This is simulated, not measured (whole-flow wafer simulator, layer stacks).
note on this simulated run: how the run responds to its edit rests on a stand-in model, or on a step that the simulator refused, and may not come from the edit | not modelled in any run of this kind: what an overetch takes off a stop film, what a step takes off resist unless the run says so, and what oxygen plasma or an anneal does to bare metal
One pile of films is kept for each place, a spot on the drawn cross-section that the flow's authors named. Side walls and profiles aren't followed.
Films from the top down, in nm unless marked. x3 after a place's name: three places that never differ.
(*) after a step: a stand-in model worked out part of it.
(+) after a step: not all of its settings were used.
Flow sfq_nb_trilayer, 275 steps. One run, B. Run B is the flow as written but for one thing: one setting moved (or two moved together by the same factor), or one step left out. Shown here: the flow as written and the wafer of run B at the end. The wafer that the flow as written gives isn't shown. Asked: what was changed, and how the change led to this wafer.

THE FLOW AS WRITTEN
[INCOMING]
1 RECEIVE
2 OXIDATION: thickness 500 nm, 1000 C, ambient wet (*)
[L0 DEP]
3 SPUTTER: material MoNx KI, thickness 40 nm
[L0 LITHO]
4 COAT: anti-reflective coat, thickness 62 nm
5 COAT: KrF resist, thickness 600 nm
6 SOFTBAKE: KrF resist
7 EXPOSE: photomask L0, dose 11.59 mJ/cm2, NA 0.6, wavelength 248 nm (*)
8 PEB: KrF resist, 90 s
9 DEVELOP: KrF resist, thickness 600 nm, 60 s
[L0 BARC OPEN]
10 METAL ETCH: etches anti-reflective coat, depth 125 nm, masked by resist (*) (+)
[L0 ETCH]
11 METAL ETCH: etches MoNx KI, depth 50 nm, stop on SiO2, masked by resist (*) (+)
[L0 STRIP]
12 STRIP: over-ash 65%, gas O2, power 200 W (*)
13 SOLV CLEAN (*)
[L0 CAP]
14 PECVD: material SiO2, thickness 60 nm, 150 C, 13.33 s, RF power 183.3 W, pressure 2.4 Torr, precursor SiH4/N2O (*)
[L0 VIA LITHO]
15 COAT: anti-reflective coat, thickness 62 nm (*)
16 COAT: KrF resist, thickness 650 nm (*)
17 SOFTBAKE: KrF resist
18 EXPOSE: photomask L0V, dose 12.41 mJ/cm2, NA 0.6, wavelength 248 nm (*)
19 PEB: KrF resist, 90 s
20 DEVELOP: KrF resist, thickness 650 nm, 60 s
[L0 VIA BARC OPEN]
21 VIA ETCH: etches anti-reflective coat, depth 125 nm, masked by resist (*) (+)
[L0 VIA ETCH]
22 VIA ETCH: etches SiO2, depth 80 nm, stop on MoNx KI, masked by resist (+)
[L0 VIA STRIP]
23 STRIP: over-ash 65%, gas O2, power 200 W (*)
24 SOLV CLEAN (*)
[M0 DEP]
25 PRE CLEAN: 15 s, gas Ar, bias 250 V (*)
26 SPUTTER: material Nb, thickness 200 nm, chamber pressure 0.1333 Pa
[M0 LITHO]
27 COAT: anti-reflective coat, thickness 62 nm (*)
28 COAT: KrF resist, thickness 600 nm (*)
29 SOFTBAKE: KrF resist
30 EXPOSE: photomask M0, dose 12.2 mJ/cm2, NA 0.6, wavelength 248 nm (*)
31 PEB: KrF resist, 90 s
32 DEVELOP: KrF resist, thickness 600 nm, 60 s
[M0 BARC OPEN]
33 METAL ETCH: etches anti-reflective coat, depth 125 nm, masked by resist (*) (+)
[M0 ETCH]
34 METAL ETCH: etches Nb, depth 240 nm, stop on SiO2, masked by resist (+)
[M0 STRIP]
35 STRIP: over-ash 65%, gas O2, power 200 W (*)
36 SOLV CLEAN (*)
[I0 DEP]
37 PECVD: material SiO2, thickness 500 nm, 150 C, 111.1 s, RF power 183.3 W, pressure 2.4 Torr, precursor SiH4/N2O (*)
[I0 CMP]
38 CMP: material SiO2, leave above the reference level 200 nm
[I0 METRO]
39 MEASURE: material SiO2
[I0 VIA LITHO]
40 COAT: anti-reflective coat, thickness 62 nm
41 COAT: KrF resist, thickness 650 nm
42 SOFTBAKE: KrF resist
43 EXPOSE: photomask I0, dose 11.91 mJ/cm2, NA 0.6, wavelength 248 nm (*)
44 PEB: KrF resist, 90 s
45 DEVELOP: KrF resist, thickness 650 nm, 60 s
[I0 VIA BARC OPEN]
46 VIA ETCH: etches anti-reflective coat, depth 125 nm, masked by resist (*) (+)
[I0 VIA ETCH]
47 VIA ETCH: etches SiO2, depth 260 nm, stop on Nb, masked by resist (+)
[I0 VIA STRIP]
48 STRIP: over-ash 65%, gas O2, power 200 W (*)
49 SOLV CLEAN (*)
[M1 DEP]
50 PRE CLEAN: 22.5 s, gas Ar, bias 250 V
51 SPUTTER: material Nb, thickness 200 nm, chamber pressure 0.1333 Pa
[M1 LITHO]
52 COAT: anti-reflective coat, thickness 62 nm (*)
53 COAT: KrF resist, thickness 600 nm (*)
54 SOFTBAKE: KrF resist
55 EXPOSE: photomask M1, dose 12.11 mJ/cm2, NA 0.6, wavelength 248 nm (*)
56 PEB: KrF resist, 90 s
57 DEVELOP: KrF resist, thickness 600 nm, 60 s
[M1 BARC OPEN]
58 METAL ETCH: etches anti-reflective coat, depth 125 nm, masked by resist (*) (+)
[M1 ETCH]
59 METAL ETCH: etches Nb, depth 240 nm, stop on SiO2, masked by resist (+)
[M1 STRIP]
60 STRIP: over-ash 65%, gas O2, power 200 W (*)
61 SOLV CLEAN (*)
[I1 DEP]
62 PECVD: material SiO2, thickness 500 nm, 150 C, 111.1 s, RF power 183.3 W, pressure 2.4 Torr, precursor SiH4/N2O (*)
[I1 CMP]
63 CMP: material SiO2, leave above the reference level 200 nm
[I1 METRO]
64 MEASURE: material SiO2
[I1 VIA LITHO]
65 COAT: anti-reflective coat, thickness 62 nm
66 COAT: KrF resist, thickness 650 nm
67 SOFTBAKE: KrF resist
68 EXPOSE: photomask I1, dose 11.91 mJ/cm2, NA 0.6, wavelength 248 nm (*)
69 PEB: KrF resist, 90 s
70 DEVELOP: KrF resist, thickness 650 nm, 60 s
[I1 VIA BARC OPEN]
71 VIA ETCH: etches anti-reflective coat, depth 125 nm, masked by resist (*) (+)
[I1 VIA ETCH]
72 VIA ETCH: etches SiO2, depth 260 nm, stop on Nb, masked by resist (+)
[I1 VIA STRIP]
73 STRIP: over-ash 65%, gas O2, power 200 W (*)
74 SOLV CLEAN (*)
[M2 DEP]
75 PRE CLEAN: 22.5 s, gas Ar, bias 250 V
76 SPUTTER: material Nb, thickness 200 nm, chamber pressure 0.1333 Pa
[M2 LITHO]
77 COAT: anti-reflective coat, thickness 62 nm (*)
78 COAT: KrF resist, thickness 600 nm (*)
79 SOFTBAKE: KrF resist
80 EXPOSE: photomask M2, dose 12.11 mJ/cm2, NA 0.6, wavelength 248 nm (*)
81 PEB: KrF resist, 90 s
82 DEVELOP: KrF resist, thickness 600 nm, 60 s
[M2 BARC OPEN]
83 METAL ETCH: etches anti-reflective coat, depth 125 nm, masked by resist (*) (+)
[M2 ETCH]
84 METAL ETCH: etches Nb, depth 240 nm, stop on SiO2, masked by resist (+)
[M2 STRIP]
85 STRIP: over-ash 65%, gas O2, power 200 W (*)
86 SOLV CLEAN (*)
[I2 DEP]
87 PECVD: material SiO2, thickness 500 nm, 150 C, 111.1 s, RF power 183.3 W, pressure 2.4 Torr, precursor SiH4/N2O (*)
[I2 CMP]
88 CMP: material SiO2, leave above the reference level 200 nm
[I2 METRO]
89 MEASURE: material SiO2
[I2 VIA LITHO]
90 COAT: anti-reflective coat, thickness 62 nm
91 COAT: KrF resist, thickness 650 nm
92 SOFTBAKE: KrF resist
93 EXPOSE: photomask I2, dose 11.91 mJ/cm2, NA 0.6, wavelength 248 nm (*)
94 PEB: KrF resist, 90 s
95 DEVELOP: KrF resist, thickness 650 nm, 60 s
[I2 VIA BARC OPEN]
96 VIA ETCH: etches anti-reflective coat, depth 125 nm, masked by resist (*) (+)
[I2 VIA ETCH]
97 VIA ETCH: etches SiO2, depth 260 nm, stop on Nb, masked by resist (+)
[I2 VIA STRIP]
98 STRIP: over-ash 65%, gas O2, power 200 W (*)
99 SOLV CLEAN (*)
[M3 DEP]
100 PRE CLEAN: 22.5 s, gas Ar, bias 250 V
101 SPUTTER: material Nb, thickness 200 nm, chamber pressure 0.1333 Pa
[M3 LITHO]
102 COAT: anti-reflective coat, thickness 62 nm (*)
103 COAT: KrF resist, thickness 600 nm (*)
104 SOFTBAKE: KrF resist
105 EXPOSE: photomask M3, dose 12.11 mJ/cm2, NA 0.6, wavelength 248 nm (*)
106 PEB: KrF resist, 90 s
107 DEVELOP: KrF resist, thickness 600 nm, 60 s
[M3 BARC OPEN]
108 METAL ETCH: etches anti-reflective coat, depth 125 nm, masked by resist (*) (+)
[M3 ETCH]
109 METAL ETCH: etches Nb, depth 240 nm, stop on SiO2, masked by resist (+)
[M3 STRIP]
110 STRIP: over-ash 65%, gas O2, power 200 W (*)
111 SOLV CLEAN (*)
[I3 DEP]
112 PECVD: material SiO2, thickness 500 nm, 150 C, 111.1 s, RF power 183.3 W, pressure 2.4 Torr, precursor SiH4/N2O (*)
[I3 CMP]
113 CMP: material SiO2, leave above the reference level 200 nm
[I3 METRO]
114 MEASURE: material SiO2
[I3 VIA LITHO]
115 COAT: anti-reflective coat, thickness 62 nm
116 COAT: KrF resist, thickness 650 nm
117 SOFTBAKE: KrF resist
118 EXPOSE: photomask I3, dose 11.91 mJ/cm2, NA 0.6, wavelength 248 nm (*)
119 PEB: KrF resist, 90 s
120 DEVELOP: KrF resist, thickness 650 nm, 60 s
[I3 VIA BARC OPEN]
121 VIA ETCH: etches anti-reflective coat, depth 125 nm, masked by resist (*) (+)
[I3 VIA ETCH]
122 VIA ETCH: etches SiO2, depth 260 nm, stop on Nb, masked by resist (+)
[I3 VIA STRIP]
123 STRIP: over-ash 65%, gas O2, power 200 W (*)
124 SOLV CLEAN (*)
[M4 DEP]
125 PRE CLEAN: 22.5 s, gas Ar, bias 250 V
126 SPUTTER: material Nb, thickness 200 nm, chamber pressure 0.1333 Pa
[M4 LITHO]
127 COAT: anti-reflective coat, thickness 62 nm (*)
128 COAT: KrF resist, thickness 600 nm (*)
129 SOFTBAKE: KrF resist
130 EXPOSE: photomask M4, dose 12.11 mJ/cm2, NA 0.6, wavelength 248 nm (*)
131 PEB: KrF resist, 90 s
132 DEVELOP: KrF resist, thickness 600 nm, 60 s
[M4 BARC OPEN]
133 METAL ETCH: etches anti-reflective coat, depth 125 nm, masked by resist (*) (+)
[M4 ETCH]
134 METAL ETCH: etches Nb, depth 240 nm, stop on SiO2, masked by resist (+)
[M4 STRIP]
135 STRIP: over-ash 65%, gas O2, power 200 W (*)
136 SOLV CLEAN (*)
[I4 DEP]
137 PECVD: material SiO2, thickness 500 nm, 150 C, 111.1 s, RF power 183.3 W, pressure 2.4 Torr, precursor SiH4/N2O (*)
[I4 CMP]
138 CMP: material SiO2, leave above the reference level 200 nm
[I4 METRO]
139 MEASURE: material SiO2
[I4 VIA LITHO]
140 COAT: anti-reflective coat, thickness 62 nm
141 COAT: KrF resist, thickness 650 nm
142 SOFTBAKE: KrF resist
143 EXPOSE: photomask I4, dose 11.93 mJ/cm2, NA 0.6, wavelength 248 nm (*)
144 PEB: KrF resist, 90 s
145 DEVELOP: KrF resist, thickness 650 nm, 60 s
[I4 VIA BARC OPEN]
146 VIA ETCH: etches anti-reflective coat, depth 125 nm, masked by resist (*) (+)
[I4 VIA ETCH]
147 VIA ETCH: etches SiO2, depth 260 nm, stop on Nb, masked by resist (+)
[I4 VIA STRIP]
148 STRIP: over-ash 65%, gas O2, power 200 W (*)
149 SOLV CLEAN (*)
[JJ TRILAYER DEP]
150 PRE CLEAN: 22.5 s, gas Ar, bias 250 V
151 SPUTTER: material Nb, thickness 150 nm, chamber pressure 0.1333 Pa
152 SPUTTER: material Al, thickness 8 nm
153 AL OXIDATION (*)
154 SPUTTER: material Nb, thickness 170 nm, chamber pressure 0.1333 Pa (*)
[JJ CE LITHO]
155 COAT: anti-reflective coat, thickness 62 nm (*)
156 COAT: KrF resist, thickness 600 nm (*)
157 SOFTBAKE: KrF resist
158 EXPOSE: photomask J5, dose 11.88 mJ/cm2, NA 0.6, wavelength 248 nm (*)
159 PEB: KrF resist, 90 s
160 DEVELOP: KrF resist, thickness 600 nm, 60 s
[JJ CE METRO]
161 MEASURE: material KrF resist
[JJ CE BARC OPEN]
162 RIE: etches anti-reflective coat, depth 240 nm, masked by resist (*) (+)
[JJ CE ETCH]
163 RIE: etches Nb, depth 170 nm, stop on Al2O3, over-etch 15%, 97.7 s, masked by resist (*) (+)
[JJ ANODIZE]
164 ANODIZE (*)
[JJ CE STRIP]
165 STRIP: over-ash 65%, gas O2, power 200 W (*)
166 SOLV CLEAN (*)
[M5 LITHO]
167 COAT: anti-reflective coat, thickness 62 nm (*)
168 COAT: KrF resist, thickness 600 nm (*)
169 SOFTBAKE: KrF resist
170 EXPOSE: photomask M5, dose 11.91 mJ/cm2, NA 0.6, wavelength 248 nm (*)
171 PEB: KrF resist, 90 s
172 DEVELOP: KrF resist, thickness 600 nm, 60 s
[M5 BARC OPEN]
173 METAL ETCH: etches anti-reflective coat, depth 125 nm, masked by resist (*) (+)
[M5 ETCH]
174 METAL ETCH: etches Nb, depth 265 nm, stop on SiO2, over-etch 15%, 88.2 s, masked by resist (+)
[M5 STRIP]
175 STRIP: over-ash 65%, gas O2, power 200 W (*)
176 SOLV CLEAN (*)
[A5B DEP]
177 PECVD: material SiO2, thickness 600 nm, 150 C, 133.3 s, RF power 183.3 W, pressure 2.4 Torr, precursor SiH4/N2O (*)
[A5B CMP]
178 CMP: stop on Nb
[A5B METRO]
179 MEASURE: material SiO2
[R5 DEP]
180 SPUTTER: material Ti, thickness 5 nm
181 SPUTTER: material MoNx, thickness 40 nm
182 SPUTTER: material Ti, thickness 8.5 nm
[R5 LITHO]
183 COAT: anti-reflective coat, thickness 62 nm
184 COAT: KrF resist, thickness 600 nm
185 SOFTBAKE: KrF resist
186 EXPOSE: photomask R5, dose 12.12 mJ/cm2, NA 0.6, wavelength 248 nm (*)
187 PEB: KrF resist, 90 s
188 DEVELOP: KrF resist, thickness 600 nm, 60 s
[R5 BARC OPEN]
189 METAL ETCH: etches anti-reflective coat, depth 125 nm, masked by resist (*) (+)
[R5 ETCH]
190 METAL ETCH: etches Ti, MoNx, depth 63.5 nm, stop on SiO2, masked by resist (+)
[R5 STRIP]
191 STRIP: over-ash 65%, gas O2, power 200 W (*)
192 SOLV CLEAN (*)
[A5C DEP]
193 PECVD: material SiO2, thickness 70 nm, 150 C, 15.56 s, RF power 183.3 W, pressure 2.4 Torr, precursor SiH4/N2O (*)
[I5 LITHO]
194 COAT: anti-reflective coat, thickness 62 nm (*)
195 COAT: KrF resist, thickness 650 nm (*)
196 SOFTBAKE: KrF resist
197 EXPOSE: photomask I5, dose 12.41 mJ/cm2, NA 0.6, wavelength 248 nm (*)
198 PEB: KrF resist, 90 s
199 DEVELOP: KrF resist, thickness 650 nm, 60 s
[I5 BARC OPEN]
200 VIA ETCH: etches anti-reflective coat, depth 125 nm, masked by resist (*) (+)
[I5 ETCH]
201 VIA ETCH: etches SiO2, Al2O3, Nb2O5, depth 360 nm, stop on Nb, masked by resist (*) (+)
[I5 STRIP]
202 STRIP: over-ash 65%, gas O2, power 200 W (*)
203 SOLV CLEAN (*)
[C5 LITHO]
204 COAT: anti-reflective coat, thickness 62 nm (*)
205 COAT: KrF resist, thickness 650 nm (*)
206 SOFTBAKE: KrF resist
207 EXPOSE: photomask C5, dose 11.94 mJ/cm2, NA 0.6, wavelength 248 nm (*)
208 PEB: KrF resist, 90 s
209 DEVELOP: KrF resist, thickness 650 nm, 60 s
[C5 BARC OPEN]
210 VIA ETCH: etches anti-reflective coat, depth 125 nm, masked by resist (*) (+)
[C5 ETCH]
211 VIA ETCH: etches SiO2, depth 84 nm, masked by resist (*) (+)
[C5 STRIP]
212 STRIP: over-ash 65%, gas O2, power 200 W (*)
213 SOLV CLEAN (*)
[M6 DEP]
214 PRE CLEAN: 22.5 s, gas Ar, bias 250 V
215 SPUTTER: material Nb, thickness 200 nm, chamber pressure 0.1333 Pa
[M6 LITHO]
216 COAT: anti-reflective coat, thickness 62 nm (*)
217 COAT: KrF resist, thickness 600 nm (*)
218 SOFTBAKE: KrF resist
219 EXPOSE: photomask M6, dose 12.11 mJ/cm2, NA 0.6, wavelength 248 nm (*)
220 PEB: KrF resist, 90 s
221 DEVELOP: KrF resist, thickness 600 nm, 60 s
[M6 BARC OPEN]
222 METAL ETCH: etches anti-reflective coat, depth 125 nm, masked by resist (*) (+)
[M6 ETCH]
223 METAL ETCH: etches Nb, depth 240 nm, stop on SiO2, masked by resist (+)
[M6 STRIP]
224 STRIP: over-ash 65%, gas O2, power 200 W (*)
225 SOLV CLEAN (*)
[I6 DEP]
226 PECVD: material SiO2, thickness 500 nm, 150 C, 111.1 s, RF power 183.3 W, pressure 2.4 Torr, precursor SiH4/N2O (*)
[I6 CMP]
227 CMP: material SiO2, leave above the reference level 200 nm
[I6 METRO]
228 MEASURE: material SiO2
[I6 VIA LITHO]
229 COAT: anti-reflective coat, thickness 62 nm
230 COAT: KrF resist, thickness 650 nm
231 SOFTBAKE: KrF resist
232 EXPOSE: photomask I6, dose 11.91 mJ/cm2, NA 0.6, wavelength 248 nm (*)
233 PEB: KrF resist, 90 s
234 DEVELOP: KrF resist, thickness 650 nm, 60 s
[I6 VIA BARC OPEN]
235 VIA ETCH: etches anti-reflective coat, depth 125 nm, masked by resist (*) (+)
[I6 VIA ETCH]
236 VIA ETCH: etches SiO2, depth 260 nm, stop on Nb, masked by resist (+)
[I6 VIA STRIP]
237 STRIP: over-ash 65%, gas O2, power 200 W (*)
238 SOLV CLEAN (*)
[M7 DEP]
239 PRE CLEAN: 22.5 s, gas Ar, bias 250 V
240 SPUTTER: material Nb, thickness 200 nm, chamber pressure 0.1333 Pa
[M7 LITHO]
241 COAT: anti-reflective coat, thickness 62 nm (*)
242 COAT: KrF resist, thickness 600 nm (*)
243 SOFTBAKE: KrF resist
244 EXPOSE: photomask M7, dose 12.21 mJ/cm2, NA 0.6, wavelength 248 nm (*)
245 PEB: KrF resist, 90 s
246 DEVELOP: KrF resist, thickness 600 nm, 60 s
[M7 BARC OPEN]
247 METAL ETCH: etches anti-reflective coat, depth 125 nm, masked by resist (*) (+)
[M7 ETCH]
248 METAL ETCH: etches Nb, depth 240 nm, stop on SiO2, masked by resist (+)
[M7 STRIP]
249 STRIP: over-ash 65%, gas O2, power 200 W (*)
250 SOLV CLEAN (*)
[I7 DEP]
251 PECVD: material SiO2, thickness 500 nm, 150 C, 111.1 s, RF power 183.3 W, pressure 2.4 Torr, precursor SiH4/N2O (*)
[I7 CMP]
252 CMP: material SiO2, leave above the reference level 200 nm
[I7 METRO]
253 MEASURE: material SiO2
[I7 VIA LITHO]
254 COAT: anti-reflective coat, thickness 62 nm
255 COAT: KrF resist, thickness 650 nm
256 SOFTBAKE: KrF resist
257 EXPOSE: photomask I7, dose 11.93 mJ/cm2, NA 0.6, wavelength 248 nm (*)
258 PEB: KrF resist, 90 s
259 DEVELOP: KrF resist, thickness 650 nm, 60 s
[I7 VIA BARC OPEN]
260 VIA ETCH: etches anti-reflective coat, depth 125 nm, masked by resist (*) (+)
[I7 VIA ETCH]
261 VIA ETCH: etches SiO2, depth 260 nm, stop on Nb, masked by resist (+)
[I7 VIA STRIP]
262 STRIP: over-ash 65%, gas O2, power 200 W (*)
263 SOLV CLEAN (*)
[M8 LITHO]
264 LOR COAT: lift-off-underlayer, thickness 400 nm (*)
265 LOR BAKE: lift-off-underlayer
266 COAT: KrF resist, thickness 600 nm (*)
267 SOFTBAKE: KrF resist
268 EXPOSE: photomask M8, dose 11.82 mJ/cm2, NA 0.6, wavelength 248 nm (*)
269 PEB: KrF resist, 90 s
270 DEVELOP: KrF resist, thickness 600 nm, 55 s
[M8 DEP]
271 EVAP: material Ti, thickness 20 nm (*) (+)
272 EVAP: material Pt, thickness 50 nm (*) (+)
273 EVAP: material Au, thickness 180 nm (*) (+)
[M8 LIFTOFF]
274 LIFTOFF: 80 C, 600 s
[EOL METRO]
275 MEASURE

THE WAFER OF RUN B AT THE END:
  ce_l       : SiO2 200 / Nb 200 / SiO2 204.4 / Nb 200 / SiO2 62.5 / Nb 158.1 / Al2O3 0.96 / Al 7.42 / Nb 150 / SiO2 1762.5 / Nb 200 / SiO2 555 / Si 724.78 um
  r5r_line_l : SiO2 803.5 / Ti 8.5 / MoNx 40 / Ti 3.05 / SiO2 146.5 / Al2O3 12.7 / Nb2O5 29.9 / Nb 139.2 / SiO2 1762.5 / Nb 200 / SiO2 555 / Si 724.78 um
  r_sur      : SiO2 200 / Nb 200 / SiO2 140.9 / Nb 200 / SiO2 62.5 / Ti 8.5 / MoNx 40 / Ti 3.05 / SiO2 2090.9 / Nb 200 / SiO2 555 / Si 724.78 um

The cause: step 180, SPUTTER: thickness 3.05 nm was run, where the flow has thickness 5 nm.
It can be read off the wafer: r5r_line_l has Ti 3.05, and step 180 as written asks for 5 nm.

How the change led to this, step by step:
  180 SPUTTER: material Ti, thickness 5 nm
      field_l, v_sur, via_wl and 103 more: Ti +3.05 (new film) (as written it would be: Ti +5 (new film))
  190 METAL ETCH: etches Ti, MoNx, depth 63.5 nm, stop on SiO2, masked by resist (+)
      field_l, v_sur, via_wl and 92 more: Ti -8.5 (all of it), MoNx -40 (all of it), Ti -3.05 (all of it) (as written it would be: Ti -8.5 (all of it), MoNx -40 (all of it), Ti -5 (all of it))
      ce_l, c5j, ce_r, wl_jj: Ti -8.5 (all of it), MoNx -40 (all of it), Ti -3.05 (all of it), Nb -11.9 (as written it would be: Ti -8.5 (all of it), MoNx -40 (all of it), Ti -5 (all of it), Nb -10)
